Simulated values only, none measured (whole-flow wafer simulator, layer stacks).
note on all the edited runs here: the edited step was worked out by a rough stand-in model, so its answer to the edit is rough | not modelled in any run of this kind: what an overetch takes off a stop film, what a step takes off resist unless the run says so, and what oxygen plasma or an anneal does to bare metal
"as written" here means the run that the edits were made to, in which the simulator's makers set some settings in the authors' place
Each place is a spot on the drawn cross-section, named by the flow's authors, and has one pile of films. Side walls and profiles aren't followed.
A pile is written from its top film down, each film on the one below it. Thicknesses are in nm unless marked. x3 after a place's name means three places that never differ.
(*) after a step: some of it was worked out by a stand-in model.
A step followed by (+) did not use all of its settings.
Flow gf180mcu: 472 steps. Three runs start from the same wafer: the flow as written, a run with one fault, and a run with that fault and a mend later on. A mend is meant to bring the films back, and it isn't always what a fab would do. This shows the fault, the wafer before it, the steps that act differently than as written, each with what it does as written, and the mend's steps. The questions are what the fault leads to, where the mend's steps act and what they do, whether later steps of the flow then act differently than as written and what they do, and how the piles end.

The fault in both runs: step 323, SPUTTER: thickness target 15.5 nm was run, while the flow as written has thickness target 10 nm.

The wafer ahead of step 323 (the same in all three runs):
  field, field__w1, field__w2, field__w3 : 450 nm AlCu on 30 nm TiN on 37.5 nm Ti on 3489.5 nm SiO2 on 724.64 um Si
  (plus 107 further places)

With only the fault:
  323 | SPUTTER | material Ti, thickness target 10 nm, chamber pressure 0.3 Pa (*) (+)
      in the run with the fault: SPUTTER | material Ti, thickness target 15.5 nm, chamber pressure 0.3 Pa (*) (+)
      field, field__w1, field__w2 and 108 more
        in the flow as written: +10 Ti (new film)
        in the run with the fault: +15.5 Ti (new film)
  Later steps of the flow acting differently than as written (5 more steps, not shown, differ only slightly: by at most 2% or 0.5 nm, whichever is larger):
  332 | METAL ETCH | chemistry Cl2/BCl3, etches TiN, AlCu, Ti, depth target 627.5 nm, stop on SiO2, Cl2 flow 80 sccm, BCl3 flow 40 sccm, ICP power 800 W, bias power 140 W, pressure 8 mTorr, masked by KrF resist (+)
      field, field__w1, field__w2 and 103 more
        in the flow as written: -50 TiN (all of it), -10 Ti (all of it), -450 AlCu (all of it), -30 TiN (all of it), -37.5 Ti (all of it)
        in the run with the fault: -50 TiN (all of it), -15.5 Ti (all of it), -450 AlCu (all of it), -30 TiN (all of it), -37.5 Ti (all of it)
  The piles end different from the flow's at field__w8, contact, m1, m1__w1, m1_nw by more than 2% or 0.5 nm, whichever is larger.
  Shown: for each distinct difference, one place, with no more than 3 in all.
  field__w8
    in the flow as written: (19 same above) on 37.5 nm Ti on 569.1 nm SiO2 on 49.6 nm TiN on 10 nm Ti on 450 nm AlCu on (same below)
    in the run with the fault: (19 same above) on 37.5 nm Ti on 563.6 nm SiO2 on 49.6 nm TiN on 15.5 nm Ti on 450 nm AlCu on (same below)
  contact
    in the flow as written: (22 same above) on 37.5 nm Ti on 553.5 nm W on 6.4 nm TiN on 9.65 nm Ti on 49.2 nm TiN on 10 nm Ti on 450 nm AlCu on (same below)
    in the run with the fault: (22 same above) on 37.5 nm Ti on 547.9 nm W on 6.42 nm TiN on 9.68 nm Ti on 49.2 nm TiN on 15.5 nm Ti on 450 nm AlCu on (same below)

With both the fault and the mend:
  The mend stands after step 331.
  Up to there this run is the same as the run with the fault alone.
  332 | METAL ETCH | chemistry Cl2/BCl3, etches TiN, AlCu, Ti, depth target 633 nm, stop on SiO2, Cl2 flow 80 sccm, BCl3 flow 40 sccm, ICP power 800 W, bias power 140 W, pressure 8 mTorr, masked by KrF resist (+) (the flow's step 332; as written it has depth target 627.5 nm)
      field, field__w1, field__w2 and 103 more
        -50 TiN (all of it), -15.5 Ti (all of it), -450 AlCu (all of it), -30 TiN (all of it), -37.5 Ti (all of it)
      field__w8, contact, m1, m1__w1, m1_nw
        -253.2 KrF resist
  Later steps of the flow that are run all act as written at every place that is followed, up to a difference of at most 2% or 0.5 nm, whichever is larger.
  The piles end different from the flow's at field__w8, contact, m1, m1__w1, m1_nw by more than 2% or 0.5 nm, whichever is larger.
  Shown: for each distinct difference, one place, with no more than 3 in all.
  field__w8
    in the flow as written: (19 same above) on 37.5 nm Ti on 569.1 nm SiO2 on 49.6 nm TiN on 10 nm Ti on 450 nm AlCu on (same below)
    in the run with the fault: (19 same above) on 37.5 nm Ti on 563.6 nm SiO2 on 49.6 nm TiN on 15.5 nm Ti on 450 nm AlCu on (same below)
    in the run with the mend: (19 same above) on 37.5 nm Ti on 563.6 nm SiO2 on 49.6 nm TiN on 15.5 nm Ti on 450 nm AlCu on (same below)
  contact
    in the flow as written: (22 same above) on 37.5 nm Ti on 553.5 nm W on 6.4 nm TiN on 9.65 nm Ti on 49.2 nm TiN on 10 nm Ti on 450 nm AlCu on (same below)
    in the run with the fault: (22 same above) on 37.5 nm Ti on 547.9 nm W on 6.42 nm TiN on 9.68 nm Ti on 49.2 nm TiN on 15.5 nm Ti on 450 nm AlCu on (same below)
    in the run with the mend: (22 same above) on 37.5 nm Ti on 547.9 nm W on 6.42 nm TiN on 9.68 nm Ti on 49.2 nm TiN on 15.5 nm Ti on 450 nm AlCu on (same below)
